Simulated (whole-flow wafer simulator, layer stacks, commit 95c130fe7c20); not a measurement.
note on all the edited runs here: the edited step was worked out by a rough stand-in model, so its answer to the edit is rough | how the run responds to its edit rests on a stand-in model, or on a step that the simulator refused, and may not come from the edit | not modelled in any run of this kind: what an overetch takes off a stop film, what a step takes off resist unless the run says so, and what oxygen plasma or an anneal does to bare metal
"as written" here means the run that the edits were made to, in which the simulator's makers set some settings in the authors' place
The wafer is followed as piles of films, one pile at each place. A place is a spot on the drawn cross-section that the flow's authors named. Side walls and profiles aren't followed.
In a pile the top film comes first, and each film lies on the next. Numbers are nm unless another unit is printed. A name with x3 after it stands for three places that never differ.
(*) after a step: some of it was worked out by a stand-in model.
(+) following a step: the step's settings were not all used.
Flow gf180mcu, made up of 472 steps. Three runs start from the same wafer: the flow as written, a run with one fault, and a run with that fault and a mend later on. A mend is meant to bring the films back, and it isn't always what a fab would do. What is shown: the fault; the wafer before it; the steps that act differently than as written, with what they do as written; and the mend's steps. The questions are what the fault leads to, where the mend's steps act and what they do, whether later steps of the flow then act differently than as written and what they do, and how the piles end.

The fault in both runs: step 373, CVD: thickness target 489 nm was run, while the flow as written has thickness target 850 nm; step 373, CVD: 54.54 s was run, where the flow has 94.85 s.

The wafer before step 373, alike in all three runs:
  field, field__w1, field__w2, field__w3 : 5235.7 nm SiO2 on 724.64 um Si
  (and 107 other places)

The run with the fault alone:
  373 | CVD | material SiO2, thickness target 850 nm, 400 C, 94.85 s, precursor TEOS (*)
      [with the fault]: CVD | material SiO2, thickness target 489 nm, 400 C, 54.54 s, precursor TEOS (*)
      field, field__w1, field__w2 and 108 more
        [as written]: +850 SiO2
        [with the fault]: +496.5 SiO2
  Later steps of the flow acting differently than as written (not shown: 6 more steps that differ only slightly, by at most 2% or 0.5 nm, whichever is larger):
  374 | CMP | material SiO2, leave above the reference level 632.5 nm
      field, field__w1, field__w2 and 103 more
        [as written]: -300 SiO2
        [with the fault]: nothing
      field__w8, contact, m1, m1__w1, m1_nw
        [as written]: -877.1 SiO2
        [with the fault]: -523.6 SiO2
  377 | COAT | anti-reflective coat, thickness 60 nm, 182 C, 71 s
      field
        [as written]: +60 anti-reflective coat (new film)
        [with the fault]: +81.2 anti-reflective coat (new film)
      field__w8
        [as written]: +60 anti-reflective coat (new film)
        [with the fault]: +30.7 anti-reflective coat (new film)
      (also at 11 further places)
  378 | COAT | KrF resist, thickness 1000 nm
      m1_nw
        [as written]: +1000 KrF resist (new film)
        [with the fault]: +978.4 KrF resist (new film)
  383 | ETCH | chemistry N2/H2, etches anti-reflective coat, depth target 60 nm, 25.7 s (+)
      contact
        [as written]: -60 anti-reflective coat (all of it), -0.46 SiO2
        [with the fault]: -32.4 anti-reflective coat (all of it), -1.17 SiO2
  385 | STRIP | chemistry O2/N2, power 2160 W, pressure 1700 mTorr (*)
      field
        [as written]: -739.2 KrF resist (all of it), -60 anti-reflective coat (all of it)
        [with the fault]: -728.9 KrF resist (all of it), -81.2 anti-reflective coat (all of it)
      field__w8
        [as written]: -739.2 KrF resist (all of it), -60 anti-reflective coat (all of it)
        [with the fault]: -733.6 KrF resist (all of it), -30.7 anti-reflective coat (all of it)
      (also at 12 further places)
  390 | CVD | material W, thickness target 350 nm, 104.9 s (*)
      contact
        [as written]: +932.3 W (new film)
        [with the fault]: +878.3 W (new film)
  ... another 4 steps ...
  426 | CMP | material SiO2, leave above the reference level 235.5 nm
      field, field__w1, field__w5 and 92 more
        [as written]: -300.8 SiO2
        [with the fault]: -292.1 SiO2
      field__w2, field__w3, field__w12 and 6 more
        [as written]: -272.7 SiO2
        [with the fault]: -263.5 SiO2
  The piles end different from the flow's at field, field__w1, field__w2 and 109 more by more than 2% or 0.5 nm, whichever is larger.
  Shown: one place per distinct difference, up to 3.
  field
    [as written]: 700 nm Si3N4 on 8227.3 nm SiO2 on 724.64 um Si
    [with the fault]: 700 nm Si3N4 on 2454.1 nm SiO2 on 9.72 nm TiN on 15 nm Ti on 5732.2 nm SiO2 on 724.64 um Si
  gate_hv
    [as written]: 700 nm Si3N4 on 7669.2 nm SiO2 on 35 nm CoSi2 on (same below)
    [with the fault]: 700 nm Si3N4 on 2454.1 nm SiO2 on 9.72 nm TiN on 15 nm Ti on 5174.1 nm SiO2 on 35 nm CoSi2 on (same below)
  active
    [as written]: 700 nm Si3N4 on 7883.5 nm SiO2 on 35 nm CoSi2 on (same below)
    [with the fault]: 700 nm Si3N4 on 2454.1 nm SiO2 on 9.72 nm TiN on 15 nm Ti on 5388.4 nm SiO2 on 35 nm CoSi2 on (same below)

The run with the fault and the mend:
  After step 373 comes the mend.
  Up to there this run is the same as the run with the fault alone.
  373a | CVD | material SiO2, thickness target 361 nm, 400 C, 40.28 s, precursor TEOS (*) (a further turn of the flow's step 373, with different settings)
      field, field__w1, field__w2 and 108 more
        +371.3 SiO2
  Later steps of the flow acting differently than as written:
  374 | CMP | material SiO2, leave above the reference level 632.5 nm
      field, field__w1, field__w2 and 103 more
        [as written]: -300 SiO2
        [with the mend]: -317.8 SiO2
  At every place that both follow, the piles at the end match the flow's.
